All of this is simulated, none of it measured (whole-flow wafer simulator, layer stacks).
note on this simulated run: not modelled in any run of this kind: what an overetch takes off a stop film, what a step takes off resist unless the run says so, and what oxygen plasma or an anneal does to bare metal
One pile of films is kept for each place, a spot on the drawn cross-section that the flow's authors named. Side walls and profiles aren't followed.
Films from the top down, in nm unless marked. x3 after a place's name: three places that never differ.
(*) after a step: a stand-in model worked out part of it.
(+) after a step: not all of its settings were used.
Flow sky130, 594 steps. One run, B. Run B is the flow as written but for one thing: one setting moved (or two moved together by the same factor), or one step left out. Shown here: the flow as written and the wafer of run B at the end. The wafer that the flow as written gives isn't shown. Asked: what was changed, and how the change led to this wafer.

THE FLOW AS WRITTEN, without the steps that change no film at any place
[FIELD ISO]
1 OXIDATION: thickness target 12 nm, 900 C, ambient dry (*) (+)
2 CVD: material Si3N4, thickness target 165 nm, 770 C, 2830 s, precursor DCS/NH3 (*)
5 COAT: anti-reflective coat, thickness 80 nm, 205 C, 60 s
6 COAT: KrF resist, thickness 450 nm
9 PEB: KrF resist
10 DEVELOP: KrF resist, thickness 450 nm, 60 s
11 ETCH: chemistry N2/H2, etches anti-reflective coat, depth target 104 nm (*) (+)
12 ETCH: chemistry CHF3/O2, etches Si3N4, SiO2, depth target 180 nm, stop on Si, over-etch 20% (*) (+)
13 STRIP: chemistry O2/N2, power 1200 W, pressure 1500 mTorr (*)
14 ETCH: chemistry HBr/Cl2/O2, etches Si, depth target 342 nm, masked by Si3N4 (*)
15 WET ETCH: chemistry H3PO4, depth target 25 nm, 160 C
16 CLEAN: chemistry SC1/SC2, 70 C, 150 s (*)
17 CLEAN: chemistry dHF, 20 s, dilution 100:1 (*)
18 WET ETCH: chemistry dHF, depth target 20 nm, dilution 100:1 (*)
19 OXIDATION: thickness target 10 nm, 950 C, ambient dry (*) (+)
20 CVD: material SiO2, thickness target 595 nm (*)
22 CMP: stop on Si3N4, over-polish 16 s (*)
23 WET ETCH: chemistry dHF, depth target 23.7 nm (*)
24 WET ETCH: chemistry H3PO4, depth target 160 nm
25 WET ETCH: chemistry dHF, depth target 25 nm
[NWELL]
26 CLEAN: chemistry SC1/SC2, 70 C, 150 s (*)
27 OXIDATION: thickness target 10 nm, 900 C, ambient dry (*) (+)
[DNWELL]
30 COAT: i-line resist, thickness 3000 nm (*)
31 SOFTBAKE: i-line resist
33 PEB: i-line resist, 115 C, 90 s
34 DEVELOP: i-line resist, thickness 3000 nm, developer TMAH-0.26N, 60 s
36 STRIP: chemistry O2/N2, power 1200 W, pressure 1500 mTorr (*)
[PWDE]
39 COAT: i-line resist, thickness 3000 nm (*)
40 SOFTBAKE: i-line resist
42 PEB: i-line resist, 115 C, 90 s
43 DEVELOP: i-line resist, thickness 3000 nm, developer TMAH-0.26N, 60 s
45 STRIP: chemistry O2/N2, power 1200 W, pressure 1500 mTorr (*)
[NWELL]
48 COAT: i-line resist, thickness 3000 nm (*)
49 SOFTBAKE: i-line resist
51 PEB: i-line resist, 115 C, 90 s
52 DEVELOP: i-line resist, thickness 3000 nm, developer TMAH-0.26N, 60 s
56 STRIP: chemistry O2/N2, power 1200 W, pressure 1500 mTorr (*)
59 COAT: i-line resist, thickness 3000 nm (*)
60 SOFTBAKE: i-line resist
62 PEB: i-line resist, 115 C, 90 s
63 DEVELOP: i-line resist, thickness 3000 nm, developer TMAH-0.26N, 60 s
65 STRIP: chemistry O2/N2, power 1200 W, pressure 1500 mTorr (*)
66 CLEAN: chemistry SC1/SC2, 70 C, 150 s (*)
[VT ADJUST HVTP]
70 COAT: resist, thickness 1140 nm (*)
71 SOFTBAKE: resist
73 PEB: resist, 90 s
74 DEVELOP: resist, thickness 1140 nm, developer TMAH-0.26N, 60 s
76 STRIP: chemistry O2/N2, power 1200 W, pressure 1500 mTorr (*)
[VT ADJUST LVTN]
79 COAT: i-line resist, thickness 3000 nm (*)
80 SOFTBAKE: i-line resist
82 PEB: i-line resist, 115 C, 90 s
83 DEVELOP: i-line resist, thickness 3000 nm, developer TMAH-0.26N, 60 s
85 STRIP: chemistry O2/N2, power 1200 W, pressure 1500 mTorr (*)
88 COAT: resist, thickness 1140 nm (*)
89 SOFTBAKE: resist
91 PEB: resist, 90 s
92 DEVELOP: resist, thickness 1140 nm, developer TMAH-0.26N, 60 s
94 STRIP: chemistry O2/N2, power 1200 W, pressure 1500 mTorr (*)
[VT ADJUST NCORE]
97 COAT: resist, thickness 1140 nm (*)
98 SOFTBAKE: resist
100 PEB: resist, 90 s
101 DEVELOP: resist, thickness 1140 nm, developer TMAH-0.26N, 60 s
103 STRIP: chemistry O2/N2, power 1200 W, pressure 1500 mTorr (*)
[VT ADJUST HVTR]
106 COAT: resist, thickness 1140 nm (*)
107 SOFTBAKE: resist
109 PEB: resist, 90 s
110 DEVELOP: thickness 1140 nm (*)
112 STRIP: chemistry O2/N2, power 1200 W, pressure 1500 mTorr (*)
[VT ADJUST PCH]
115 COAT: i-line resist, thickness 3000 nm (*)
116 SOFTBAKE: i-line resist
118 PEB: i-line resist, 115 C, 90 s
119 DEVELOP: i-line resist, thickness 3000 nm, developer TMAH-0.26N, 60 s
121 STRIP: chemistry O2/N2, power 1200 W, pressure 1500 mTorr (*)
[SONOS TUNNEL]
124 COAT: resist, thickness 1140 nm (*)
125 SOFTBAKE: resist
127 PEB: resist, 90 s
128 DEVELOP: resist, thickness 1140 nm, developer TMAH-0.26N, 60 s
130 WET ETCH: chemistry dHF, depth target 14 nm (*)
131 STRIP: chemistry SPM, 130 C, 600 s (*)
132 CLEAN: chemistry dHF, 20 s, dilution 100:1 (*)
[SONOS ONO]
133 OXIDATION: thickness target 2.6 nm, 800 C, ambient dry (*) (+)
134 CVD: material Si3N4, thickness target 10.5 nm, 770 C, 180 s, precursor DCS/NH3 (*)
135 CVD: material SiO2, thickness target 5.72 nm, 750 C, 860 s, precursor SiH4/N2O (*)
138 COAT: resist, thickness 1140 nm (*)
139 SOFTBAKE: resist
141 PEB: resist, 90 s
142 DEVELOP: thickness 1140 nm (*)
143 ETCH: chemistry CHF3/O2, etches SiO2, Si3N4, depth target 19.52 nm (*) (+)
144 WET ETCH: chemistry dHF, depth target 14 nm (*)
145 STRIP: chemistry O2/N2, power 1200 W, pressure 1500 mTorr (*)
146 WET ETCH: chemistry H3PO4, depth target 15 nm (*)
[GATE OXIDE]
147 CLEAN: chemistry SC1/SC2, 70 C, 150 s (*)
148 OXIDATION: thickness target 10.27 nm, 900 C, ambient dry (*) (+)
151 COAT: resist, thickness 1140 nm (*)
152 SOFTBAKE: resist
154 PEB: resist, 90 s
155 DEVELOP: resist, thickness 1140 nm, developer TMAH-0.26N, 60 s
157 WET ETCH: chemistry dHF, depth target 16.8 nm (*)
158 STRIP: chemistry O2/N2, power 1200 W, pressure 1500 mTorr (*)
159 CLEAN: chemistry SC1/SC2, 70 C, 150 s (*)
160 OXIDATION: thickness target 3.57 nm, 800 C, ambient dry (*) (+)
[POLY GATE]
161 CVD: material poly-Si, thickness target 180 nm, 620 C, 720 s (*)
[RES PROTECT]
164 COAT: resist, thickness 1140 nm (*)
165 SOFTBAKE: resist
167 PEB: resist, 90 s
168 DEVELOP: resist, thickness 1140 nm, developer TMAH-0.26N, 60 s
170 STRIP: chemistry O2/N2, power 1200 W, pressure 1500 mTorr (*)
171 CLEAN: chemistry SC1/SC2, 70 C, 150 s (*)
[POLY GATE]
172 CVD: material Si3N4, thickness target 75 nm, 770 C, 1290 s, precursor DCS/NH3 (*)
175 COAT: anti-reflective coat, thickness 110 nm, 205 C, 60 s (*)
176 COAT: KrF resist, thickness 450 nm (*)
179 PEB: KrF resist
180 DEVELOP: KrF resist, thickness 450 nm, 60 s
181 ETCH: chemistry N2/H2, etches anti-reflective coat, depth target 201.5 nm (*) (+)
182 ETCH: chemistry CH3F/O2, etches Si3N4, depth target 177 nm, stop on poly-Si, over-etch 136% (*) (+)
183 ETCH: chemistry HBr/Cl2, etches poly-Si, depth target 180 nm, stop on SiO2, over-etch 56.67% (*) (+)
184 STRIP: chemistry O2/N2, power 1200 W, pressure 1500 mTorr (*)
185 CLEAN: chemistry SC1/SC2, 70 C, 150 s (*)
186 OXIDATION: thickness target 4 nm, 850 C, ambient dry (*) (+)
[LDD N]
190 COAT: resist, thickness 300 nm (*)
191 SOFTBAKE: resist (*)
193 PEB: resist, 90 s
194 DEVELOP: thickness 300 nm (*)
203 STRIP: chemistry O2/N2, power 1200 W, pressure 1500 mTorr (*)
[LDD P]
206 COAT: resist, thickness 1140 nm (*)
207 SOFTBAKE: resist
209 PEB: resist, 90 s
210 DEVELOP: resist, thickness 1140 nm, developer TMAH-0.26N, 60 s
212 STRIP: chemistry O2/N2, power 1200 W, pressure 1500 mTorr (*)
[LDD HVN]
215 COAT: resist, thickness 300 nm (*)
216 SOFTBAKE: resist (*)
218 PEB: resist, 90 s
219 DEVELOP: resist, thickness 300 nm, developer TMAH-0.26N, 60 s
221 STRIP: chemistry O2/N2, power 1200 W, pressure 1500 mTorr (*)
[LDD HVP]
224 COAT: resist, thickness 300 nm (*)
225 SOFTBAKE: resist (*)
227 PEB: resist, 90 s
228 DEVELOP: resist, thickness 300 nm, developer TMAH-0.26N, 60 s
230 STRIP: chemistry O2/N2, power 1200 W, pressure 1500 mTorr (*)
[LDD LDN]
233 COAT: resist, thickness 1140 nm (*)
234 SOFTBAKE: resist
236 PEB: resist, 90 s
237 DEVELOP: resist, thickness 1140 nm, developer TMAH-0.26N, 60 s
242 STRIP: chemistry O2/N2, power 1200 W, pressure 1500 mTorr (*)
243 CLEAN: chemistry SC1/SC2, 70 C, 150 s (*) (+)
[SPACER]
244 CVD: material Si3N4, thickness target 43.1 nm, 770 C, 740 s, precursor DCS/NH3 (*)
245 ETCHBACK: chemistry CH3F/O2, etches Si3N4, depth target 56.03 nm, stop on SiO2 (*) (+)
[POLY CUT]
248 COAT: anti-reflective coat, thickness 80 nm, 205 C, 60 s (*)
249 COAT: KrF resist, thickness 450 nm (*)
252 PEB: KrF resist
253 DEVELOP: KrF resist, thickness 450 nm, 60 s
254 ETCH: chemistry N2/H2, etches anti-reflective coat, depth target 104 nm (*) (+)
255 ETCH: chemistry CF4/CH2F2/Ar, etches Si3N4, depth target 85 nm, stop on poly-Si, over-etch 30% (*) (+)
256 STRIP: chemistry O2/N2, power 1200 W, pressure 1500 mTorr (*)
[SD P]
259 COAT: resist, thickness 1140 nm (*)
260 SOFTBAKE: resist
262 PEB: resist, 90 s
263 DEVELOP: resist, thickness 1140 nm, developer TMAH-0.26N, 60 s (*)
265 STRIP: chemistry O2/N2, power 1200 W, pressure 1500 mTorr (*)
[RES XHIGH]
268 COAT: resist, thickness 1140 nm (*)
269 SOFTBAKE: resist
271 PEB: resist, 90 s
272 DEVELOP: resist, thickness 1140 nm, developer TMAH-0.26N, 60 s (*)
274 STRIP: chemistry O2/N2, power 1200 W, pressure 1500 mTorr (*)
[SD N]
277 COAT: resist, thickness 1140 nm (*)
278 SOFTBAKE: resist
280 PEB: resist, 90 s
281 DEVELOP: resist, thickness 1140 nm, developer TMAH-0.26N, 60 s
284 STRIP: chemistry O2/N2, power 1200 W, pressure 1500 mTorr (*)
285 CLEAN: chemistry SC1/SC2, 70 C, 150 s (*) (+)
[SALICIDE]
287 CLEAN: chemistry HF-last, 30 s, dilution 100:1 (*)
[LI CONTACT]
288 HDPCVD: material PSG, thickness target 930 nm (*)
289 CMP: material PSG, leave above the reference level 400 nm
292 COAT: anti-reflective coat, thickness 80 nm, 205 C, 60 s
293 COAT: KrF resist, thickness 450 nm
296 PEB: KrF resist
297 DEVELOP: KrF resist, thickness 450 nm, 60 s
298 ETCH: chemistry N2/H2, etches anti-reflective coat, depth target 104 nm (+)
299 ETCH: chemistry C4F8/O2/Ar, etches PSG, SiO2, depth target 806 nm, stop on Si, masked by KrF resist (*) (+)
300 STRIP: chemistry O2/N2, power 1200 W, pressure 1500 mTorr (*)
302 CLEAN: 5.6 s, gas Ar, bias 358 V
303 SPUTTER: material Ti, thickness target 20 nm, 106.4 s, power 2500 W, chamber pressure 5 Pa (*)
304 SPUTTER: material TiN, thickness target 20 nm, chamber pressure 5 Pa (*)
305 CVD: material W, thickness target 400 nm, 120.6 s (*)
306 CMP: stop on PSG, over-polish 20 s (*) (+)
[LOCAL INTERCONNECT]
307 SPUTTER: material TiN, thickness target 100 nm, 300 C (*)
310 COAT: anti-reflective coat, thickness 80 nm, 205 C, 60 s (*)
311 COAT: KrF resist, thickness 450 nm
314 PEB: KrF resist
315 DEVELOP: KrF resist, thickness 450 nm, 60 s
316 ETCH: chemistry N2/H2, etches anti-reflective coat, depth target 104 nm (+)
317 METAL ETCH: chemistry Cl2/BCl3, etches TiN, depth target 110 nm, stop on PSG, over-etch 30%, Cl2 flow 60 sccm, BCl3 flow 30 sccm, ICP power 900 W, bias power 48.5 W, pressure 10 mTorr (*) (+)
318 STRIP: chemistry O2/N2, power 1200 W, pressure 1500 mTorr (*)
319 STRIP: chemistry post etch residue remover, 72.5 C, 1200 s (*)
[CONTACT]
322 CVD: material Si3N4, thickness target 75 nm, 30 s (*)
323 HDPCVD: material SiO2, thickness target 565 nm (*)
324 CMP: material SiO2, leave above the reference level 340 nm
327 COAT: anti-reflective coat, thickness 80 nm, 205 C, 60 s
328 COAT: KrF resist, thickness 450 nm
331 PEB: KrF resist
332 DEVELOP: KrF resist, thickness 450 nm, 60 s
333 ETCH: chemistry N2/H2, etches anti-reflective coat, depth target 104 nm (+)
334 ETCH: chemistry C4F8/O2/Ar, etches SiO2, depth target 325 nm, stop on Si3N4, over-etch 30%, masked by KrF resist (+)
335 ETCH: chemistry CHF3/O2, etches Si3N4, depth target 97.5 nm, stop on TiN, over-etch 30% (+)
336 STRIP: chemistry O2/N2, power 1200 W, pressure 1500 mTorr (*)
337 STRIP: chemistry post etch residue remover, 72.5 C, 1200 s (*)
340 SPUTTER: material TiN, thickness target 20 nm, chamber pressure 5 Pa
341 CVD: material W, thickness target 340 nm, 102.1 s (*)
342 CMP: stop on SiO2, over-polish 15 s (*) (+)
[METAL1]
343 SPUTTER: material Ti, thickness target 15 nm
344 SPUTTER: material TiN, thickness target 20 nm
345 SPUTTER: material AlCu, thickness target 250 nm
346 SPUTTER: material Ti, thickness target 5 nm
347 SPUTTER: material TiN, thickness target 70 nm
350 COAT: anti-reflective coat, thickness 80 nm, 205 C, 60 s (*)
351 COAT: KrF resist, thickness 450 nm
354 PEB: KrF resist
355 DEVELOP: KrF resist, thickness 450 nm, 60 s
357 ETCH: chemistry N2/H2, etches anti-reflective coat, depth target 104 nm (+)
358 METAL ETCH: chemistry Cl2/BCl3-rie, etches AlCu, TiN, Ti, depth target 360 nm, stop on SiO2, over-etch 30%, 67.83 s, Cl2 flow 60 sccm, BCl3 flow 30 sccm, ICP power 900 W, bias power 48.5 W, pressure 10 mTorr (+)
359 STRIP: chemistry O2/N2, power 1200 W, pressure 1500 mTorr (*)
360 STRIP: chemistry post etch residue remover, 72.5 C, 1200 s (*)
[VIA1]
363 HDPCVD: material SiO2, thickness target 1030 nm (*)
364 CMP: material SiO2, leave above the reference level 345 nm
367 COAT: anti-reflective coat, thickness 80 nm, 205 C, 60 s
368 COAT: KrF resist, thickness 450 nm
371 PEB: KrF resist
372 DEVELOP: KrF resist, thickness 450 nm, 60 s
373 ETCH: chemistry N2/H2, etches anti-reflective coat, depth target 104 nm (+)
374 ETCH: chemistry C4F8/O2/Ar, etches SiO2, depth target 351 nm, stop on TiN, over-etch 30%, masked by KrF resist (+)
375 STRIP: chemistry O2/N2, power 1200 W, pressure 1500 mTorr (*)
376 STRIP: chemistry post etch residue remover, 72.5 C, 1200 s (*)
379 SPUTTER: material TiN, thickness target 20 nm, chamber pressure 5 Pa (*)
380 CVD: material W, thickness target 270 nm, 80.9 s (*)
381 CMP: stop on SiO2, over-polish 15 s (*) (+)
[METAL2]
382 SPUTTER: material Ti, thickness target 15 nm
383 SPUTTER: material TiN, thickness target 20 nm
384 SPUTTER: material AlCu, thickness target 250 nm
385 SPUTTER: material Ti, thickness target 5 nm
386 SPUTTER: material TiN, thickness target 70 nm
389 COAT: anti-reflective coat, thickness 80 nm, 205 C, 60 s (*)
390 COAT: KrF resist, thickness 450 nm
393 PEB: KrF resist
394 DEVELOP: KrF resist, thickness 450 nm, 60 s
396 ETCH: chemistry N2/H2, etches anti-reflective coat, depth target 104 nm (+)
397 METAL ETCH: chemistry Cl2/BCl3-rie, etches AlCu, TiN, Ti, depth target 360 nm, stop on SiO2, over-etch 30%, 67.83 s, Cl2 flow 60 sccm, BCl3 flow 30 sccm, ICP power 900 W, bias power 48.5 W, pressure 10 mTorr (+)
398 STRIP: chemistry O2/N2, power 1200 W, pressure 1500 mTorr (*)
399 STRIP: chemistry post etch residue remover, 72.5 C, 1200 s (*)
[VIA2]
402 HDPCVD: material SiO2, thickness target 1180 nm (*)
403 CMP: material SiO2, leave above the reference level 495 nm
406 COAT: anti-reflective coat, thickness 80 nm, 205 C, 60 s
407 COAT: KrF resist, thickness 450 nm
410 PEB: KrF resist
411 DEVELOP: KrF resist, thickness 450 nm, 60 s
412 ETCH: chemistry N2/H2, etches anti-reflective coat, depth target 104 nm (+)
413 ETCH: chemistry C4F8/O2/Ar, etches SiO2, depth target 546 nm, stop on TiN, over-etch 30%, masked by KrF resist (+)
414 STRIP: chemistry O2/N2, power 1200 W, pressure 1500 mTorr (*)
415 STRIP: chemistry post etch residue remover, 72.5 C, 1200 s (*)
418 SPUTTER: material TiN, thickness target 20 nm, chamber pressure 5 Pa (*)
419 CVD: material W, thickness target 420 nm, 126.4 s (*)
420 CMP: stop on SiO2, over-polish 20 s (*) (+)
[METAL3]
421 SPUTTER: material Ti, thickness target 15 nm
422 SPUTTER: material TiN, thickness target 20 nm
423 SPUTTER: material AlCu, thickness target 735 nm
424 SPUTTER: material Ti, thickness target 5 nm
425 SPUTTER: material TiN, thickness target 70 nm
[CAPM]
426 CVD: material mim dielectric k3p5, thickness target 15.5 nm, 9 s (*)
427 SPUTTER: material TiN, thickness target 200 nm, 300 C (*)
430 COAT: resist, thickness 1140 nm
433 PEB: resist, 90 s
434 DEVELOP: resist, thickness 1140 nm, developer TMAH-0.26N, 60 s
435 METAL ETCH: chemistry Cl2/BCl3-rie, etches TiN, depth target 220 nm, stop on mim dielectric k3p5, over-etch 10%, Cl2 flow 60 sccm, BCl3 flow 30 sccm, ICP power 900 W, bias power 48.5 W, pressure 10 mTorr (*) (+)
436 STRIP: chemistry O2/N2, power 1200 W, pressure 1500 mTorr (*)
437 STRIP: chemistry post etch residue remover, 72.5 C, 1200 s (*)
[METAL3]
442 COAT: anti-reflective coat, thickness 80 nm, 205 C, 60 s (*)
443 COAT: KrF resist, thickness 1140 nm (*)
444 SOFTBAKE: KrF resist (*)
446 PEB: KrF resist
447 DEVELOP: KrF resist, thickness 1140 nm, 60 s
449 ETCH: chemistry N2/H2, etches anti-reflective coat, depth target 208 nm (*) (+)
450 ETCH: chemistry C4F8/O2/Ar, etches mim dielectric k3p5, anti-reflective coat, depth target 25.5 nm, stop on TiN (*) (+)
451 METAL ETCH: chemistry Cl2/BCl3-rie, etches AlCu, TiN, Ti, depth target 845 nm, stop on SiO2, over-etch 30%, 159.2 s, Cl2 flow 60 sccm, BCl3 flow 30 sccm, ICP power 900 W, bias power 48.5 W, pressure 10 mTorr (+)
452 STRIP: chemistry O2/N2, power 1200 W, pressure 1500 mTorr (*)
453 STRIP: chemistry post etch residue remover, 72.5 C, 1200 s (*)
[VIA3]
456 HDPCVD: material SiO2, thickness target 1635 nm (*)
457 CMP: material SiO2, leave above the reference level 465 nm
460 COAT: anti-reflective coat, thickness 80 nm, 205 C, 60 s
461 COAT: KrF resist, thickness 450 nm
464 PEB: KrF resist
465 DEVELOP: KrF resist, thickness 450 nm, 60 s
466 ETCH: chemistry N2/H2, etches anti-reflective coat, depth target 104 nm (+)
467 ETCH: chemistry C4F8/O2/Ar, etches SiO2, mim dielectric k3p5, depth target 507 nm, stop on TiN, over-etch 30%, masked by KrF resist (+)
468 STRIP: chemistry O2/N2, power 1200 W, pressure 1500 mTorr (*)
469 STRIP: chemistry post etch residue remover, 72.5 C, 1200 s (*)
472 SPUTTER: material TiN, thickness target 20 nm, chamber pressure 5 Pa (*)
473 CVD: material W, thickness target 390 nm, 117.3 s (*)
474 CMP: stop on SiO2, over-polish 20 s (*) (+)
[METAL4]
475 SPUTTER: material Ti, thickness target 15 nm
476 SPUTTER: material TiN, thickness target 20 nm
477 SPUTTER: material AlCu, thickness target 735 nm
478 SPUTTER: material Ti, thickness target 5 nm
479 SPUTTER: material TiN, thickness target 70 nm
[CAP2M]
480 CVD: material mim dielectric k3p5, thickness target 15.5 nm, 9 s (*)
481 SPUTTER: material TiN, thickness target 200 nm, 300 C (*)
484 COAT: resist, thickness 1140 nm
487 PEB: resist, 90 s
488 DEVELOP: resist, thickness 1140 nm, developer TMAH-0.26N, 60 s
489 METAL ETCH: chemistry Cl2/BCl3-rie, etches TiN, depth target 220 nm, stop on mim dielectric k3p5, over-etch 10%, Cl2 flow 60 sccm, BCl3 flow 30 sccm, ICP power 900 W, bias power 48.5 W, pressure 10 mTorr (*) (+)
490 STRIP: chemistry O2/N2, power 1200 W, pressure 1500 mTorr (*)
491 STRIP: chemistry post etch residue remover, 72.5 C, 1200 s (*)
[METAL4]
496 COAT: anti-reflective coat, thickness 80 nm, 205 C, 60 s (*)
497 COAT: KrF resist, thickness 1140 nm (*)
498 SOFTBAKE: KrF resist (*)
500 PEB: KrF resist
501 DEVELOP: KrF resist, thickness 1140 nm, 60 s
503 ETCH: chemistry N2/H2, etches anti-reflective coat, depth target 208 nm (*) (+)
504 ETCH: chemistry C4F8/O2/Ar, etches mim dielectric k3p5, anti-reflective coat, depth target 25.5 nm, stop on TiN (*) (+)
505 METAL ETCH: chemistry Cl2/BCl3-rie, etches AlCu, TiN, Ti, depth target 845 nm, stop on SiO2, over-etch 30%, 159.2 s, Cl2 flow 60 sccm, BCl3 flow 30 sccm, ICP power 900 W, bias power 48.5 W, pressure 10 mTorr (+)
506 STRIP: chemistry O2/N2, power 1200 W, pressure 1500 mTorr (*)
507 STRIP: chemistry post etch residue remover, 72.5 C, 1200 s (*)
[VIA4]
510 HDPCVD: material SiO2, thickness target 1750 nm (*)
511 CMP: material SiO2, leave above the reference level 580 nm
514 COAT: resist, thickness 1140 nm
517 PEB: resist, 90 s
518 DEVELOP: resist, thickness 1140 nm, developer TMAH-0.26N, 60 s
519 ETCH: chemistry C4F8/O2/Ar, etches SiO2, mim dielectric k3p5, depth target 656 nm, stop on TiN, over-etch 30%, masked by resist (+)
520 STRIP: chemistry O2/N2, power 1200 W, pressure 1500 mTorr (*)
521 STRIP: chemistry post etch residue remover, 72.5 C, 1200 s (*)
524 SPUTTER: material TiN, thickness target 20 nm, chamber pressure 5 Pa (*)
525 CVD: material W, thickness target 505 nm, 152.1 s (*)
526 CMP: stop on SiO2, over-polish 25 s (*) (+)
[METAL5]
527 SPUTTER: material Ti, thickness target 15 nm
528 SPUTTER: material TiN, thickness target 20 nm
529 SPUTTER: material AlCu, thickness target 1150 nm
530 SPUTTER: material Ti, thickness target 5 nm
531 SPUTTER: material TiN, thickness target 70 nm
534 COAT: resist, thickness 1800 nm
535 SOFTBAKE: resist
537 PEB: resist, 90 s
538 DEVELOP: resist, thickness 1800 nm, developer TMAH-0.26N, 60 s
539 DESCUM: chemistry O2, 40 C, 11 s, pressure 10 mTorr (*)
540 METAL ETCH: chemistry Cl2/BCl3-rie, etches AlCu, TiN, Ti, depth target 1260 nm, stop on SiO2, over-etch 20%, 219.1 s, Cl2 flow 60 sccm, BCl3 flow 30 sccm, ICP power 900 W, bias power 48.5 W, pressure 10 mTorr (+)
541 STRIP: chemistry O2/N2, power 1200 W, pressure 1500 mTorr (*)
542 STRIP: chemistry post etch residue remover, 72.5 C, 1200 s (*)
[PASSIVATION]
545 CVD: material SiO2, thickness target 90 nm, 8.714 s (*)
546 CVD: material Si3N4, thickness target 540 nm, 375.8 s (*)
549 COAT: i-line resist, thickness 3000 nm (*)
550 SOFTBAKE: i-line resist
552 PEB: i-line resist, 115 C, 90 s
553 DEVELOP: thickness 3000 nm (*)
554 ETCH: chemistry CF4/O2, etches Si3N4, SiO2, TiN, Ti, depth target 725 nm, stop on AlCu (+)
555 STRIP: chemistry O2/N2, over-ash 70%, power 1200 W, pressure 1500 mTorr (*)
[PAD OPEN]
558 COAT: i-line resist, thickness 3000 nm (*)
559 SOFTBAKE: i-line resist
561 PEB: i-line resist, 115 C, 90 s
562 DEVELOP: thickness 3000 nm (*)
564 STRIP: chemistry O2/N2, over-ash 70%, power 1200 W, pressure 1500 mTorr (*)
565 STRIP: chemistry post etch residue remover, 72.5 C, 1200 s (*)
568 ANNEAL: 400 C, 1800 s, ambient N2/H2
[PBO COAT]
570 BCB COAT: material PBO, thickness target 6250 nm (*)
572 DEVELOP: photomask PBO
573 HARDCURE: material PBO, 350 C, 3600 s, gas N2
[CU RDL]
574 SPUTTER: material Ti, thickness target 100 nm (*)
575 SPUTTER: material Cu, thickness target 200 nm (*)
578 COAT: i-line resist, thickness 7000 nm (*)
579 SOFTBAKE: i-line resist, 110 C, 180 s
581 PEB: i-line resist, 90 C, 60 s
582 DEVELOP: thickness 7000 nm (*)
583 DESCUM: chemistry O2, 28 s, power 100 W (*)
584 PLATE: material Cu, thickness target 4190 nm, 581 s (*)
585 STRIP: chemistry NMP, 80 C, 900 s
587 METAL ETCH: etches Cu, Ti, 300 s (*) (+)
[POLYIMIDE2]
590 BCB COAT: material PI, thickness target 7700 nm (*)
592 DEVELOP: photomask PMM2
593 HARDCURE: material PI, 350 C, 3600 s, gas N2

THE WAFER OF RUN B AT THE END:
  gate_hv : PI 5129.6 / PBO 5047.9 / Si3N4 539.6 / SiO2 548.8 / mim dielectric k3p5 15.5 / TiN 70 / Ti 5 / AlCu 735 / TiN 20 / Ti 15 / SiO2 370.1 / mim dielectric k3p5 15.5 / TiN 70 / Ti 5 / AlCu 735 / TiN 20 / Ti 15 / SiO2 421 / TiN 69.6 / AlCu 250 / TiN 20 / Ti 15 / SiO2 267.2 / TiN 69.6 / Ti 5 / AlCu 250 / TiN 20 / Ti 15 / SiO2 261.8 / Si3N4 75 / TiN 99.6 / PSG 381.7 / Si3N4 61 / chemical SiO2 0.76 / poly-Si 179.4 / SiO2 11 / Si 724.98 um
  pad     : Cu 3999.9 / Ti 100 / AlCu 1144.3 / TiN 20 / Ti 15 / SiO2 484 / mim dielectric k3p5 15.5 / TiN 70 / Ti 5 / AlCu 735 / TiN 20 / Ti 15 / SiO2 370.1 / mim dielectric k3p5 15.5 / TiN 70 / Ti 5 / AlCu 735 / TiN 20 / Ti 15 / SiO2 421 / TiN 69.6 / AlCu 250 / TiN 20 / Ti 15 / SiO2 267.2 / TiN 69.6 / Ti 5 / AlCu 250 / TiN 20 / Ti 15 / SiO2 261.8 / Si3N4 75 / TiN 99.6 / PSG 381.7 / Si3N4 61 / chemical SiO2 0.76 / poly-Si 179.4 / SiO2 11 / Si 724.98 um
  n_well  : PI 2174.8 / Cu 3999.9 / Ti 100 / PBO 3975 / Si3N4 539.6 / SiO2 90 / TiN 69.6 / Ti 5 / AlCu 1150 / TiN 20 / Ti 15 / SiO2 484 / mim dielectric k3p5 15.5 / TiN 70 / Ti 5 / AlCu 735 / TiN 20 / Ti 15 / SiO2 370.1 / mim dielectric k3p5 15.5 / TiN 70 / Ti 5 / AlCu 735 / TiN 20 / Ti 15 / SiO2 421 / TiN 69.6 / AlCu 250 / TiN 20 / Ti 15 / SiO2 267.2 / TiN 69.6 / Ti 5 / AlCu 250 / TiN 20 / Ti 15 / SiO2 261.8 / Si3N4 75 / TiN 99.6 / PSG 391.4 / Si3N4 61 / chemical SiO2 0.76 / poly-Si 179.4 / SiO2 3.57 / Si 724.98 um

The cause: step 385, SPUTTER: material Ti, thickness target 5 nm, was left out.

How the change led to this, step by step:
  397 METAL ETCH: chemistry Cl2/BCl3-rie, etches AlCu, TiN, Ti, depth target 360 nm, stop on SiO2, over-etch 30%, 67.83 s, Cl2 flow 60 sccm, BCl3 flow 30 sccm, ICP power 900 W, bias power 48.5 W, pressure 10 mTorr (+)
      field, active, gate and 82 more: TiN -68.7 (all of it), AlCu -250 (all of it), TiN -20 (all of it), Ti -15 (all of it), SiO2 -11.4 (as written it would be: TiN -68.7 (all of it), Ti -5 (all of it), AlCu -250 (all of it), TiN -20 (all of it), Ti -15 (all of it), SiO2 -10.9)
